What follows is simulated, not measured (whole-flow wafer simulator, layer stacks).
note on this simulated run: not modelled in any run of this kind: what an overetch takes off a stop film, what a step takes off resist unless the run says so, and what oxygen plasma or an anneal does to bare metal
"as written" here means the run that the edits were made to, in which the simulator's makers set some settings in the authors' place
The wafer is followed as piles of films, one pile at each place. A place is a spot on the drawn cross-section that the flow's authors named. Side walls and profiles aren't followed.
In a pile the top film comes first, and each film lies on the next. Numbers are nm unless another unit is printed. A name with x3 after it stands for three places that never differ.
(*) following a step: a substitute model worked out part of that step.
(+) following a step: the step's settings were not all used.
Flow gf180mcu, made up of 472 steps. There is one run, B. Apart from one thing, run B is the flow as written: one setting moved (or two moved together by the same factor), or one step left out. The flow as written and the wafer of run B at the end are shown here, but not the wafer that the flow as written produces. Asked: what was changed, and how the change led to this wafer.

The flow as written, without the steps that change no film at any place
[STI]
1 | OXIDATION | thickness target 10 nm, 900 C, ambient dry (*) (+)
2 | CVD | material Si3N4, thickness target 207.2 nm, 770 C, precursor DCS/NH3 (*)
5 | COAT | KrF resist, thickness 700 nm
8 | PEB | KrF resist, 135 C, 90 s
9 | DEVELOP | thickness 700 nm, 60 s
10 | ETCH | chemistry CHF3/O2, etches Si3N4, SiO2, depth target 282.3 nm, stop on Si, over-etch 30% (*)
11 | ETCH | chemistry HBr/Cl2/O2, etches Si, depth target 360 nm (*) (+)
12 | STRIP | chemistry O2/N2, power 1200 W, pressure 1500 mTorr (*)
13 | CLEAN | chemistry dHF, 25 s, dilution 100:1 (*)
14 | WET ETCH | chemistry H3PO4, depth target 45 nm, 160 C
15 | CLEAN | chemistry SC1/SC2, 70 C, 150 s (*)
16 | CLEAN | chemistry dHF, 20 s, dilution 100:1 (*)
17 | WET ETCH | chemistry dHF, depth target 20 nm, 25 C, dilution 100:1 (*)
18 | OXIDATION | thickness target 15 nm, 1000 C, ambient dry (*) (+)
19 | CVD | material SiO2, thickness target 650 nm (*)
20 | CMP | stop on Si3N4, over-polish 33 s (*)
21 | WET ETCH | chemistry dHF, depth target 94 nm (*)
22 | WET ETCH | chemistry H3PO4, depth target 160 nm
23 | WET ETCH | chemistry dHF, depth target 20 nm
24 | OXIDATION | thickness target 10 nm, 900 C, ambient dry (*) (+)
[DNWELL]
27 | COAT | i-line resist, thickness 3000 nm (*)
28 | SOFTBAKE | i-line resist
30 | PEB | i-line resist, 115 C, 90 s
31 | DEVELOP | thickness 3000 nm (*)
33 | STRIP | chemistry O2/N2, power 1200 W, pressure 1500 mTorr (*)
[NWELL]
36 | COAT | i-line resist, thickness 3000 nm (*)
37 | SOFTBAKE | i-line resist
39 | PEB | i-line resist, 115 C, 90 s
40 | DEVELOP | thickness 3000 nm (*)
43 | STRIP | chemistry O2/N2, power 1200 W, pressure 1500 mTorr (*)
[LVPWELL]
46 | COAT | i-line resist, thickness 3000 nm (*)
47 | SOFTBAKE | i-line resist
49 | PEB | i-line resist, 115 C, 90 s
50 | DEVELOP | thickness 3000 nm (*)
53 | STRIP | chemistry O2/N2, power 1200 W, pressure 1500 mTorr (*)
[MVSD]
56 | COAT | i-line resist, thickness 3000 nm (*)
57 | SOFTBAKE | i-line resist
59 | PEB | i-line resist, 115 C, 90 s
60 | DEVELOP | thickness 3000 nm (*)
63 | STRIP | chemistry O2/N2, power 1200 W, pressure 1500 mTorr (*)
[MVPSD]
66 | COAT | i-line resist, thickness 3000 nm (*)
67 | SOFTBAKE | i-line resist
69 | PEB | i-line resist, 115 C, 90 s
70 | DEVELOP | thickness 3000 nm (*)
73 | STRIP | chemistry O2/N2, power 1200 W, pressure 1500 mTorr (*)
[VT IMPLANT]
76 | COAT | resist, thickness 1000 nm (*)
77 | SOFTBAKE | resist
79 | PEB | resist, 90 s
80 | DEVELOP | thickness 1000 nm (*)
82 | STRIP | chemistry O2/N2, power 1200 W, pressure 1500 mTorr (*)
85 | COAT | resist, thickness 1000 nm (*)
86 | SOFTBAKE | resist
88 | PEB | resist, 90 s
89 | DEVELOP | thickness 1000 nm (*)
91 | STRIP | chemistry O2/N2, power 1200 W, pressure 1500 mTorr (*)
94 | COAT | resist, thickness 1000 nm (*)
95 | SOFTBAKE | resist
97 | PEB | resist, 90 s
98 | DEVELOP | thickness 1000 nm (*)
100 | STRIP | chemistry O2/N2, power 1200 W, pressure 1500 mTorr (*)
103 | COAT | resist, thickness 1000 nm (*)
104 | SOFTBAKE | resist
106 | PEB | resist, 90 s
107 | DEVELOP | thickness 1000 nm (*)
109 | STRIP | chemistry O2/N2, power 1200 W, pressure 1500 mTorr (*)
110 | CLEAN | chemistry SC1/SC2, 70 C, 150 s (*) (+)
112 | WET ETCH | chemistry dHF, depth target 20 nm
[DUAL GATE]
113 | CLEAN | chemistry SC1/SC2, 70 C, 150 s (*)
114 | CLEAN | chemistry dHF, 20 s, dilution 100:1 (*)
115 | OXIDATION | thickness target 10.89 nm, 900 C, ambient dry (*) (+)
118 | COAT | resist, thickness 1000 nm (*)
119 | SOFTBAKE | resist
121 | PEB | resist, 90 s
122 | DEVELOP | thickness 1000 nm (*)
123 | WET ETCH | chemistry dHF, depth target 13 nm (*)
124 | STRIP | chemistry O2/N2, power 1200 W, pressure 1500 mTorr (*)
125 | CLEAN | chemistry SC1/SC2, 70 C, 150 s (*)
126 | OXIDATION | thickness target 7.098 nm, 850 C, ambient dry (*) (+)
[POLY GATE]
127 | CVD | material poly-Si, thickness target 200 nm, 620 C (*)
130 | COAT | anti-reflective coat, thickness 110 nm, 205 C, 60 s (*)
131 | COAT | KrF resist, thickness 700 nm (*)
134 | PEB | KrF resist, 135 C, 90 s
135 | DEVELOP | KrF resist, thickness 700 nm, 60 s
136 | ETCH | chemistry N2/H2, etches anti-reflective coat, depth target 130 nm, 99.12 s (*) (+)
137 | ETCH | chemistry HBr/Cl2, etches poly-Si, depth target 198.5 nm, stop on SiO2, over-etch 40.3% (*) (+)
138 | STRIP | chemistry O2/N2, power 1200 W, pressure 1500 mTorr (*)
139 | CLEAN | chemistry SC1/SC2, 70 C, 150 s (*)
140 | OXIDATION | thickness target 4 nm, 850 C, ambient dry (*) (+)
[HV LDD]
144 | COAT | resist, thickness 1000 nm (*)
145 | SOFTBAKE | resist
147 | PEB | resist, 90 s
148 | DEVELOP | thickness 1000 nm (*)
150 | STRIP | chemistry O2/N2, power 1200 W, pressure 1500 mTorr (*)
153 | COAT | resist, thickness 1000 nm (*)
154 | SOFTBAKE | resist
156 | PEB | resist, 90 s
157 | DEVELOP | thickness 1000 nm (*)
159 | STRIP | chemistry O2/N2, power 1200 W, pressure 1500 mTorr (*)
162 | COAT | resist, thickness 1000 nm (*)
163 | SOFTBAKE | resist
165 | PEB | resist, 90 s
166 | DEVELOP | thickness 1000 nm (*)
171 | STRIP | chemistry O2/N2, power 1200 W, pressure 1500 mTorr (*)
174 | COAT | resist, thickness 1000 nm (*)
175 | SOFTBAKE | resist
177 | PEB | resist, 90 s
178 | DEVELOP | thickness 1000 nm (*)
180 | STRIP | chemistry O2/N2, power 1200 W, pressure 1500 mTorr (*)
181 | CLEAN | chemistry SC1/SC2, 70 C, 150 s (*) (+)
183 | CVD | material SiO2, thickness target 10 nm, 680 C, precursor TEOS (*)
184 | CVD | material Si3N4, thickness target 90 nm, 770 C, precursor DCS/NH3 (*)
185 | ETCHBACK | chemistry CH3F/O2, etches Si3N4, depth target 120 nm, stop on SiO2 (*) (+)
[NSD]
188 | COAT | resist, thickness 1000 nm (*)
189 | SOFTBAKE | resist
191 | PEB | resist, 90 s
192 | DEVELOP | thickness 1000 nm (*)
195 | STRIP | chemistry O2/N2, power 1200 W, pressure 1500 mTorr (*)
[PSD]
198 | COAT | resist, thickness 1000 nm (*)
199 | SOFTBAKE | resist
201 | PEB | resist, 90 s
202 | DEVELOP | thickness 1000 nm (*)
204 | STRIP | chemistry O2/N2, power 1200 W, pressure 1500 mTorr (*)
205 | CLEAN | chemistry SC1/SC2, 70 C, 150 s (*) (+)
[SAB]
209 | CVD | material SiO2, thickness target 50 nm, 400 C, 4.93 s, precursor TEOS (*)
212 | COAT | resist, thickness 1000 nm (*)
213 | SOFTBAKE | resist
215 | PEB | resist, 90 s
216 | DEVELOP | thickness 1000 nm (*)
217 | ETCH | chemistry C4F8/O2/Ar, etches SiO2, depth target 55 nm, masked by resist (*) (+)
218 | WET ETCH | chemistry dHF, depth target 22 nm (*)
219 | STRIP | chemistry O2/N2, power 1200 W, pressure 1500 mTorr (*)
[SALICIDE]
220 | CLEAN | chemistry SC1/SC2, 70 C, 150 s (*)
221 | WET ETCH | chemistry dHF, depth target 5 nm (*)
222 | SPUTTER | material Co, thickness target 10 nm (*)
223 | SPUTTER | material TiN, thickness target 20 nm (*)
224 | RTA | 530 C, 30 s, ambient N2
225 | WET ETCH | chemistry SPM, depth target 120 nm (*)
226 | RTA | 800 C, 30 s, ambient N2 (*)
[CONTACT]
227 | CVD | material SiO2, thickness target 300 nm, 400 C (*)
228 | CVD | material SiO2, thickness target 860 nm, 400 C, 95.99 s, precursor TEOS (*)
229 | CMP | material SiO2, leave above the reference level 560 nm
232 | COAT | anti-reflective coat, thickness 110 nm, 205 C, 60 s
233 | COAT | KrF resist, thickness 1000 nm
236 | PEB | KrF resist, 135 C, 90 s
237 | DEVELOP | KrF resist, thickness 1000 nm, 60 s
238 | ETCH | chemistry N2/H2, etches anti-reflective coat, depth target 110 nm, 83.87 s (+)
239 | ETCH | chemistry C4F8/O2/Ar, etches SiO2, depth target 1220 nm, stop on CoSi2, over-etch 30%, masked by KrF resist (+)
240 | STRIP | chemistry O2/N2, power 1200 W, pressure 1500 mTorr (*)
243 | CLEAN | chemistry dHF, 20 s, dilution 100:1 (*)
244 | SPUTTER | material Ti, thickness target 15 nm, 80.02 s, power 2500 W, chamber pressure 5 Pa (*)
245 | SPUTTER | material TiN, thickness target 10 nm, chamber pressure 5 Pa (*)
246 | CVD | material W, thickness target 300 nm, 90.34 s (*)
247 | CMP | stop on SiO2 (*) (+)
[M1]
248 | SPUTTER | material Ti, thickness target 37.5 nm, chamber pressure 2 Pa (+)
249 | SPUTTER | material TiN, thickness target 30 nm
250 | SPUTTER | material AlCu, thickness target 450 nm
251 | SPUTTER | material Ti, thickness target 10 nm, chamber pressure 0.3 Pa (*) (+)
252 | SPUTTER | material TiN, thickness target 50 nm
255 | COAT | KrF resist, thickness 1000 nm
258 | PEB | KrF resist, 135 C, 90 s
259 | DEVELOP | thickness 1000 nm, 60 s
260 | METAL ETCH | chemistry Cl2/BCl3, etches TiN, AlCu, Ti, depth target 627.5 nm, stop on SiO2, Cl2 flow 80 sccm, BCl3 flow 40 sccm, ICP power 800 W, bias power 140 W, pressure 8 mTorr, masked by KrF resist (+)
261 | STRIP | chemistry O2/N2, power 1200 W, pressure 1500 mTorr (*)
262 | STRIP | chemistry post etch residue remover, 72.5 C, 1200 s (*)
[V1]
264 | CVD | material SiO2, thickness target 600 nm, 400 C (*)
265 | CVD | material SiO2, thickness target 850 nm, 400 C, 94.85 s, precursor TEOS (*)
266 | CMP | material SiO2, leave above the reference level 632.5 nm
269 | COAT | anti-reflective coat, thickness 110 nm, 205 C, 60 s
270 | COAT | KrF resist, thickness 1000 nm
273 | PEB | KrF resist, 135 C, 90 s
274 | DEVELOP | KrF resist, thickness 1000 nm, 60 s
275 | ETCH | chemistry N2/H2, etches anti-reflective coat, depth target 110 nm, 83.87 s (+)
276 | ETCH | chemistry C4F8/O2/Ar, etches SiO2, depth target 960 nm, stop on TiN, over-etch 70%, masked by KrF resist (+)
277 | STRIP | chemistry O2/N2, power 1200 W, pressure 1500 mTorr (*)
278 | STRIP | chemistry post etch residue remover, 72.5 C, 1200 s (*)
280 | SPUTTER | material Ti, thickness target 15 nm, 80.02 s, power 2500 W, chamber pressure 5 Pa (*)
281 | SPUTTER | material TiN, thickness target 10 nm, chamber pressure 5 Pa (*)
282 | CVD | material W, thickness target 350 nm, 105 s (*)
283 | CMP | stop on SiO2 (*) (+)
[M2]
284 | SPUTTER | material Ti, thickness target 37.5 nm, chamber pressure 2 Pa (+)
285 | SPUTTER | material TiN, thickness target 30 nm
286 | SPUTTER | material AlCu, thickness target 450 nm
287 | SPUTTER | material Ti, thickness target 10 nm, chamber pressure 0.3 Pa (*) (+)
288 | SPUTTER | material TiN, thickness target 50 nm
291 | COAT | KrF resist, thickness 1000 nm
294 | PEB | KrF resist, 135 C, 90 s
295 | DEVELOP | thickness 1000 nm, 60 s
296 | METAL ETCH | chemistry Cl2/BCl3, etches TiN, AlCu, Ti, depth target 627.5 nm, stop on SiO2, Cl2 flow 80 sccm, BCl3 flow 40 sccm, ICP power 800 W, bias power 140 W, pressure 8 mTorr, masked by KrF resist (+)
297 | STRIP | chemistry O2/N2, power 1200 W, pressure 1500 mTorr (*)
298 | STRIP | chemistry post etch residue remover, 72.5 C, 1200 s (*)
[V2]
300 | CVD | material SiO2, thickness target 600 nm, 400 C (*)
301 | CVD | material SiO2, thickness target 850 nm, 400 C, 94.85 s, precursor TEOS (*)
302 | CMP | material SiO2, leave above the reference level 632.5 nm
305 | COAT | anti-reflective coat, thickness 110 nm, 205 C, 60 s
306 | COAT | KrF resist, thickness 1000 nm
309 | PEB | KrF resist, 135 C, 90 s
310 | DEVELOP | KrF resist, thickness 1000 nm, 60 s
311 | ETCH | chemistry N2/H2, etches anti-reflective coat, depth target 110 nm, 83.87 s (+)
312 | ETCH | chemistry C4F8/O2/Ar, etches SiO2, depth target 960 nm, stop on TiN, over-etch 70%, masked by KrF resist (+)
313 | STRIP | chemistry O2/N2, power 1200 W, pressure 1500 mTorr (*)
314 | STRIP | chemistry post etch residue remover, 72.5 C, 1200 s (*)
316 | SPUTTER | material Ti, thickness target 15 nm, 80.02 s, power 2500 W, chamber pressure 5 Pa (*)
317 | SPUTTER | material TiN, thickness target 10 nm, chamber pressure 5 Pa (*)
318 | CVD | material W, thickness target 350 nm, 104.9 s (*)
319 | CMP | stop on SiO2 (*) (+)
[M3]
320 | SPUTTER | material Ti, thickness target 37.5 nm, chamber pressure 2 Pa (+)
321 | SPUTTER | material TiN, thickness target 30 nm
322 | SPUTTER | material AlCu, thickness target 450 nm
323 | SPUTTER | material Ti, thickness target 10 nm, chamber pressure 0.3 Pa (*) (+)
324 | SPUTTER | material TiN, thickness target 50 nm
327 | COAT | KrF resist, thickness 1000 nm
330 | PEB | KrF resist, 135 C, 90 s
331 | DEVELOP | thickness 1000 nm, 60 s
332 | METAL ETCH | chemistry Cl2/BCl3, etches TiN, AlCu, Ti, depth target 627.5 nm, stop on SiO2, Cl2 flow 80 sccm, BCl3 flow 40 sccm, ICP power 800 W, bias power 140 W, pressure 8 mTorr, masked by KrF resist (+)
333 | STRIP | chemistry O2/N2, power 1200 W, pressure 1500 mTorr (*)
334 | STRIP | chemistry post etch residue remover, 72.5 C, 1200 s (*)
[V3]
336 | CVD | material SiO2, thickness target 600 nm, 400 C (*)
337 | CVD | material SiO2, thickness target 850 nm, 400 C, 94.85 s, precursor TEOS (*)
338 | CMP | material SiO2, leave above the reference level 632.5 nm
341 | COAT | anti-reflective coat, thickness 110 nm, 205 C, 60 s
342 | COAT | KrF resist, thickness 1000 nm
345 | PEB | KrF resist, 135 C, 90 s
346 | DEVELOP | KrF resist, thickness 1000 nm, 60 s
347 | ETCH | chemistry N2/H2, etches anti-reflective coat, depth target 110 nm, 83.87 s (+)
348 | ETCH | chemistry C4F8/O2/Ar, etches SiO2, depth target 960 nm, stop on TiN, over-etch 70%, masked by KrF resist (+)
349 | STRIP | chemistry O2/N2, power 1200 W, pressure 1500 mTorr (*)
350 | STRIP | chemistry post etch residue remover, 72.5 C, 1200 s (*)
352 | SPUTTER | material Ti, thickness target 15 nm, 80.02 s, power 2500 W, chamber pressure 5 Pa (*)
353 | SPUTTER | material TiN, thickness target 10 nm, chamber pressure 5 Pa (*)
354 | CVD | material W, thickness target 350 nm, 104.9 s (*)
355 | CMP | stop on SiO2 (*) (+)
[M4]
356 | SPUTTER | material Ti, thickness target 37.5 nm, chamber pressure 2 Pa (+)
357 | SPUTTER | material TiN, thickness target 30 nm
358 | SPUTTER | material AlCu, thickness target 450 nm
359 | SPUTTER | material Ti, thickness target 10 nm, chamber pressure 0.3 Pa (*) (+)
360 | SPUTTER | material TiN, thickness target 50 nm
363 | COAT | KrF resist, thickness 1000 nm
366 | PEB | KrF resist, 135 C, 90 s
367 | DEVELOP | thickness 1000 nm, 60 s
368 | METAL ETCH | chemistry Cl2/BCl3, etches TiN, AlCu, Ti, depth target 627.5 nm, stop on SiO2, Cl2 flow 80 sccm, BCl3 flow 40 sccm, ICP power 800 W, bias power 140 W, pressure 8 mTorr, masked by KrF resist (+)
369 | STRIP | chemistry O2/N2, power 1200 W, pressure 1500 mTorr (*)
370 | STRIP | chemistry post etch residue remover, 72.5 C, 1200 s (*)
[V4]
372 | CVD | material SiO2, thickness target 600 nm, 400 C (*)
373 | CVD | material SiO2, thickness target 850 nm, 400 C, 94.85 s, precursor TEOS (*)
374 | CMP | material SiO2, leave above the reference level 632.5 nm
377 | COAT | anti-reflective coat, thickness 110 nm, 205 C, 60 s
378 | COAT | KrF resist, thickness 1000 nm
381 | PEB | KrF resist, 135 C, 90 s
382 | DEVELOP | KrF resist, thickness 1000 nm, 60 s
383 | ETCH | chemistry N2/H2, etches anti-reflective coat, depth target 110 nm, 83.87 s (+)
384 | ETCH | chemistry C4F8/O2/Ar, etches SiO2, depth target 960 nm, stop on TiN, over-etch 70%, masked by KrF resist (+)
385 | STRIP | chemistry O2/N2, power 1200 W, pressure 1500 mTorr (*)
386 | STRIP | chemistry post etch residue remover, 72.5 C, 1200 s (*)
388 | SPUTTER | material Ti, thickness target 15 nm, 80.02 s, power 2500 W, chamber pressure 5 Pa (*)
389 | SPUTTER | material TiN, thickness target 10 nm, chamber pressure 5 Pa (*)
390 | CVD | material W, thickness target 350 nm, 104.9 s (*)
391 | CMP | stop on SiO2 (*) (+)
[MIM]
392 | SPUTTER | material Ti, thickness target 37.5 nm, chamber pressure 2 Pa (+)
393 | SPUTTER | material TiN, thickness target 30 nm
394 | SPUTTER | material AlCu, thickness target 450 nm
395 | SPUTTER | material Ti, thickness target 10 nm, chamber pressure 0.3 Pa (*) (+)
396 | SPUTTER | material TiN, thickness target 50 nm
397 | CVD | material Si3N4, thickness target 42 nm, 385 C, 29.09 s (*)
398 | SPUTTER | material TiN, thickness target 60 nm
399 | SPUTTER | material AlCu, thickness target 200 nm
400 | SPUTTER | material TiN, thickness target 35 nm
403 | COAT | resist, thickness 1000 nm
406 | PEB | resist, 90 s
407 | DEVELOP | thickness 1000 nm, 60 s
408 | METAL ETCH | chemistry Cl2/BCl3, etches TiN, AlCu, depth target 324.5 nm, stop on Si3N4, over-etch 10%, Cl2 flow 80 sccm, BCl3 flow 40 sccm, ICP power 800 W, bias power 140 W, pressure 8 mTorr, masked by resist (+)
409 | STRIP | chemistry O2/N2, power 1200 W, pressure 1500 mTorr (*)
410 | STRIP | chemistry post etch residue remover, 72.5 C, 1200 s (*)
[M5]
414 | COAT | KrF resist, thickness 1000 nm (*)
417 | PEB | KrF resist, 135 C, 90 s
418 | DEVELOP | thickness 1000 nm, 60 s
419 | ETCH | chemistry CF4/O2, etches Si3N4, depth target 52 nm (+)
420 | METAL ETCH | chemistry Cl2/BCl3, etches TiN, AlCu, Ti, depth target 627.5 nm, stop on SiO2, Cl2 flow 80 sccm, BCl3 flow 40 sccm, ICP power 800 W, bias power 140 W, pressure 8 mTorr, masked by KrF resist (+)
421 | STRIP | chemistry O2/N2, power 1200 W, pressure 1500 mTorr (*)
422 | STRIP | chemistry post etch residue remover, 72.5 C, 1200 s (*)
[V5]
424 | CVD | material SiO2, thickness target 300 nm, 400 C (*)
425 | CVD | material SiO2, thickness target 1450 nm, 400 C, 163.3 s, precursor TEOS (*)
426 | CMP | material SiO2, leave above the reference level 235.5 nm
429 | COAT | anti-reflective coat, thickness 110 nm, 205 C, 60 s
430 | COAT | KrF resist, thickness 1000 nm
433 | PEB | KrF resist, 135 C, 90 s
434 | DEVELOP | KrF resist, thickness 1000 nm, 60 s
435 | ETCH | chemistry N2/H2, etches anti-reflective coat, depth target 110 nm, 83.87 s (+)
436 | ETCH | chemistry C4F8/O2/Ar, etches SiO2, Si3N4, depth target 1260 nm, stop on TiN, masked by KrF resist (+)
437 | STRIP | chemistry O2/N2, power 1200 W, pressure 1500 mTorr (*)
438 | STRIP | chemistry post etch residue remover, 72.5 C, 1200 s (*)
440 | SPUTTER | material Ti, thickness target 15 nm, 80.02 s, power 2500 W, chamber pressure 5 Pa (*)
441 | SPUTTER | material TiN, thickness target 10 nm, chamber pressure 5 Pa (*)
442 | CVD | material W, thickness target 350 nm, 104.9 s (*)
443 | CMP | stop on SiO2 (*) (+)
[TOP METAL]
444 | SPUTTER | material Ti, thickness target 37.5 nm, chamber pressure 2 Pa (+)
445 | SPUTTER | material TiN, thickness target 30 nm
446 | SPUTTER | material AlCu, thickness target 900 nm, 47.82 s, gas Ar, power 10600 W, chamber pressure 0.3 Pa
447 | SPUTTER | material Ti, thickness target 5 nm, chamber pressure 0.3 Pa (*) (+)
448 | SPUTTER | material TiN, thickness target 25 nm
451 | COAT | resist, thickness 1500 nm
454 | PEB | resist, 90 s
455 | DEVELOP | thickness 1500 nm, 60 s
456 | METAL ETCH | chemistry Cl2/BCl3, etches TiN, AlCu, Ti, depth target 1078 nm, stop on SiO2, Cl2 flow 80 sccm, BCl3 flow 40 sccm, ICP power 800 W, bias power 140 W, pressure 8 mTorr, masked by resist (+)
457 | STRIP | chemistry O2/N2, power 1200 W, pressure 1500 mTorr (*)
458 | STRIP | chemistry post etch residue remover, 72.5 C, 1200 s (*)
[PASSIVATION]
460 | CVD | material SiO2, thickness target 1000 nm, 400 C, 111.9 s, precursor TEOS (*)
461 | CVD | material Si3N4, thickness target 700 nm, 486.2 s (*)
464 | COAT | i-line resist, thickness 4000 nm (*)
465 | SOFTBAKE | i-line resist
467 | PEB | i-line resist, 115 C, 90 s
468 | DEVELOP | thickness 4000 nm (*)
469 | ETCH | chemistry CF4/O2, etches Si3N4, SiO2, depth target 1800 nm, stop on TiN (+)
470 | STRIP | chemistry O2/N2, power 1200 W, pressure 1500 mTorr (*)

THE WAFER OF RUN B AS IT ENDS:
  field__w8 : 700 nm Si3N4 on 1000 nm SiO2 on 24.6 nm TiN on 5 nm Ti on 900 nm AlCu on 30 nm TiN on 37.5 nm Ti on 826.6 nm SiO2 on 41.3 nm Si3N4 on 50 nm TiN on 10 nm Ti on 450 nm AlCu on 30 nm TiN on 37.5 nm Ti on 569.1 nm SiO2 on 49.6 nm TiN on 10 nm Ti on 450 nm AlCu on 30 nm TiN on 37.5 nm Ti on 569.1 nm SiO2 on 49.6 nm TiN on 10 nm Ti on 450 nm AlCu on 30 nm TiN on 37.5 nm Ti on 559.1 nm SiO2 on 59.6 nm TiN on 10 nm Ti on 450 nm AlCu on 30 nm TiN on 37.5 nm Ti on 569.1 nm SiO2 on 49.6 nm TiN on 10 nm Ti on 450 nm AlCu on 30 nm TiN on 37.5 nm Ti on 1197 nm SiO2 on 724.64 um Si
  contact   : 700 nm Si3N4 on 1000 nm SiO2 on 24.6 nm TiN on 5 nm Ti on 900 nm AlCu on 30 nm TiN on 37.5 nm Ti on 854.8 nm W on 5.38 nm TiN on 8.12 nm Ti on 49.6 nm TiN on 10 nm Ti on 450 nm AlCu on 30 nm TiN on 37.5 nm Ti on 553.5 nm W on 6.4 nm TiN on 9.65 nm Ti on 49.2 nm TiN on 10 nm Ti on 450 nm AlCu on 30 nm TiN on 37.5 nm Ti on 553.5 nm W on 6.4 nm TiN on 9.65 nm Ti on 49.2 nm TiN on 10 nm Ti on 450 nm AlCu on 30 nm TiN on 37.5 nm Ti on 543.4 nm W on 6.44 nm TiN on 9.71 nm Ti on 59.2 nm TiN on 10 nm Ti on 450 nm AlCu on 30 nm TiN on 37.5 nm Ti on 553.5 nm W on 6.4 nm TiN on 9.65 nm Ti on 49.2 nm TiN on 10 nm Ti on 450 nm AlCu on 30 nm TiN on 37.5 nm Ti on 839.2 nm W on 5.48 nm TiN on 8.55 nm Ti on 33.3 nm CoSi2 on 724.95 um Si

Cause: step 288, SPUTTER: thickness target 60 nm was run, while the flow as written has thickness target 50 nm.

How this came from the change, step by step:
  288 | SPUTTER | material TiN, thickness target 50 nm
      field, field__w1, field__w2 and 108 more: +60 TiN (new film) (it would be, as written: +50 TiN (new film))
  296 | METAL ETCH | chemistry Cl2/BCl3, etches TiN, AlCu, Ti, depth target 627.5 nm, stop on SiO2, Cl2 flow 80 sccm, BCl3 flow 40 sccm, ICP power 800 W, bias power 140 W, pressure 8 mTorr, masked by KrF resist (+)
      field, field__w1, field__w2 and 103 more: -60 TiN (all of it), -10 Ti (all of it), -450 AlCu (all of it), -30 TiN (all of it), -37.5 Ti (all of it) (it would be, as written: -50 TiN (all of it), -10 Ti (all of it), -450 AlCu (all of it), -30 TiN (all of it), -37.5 Ti (all of it))
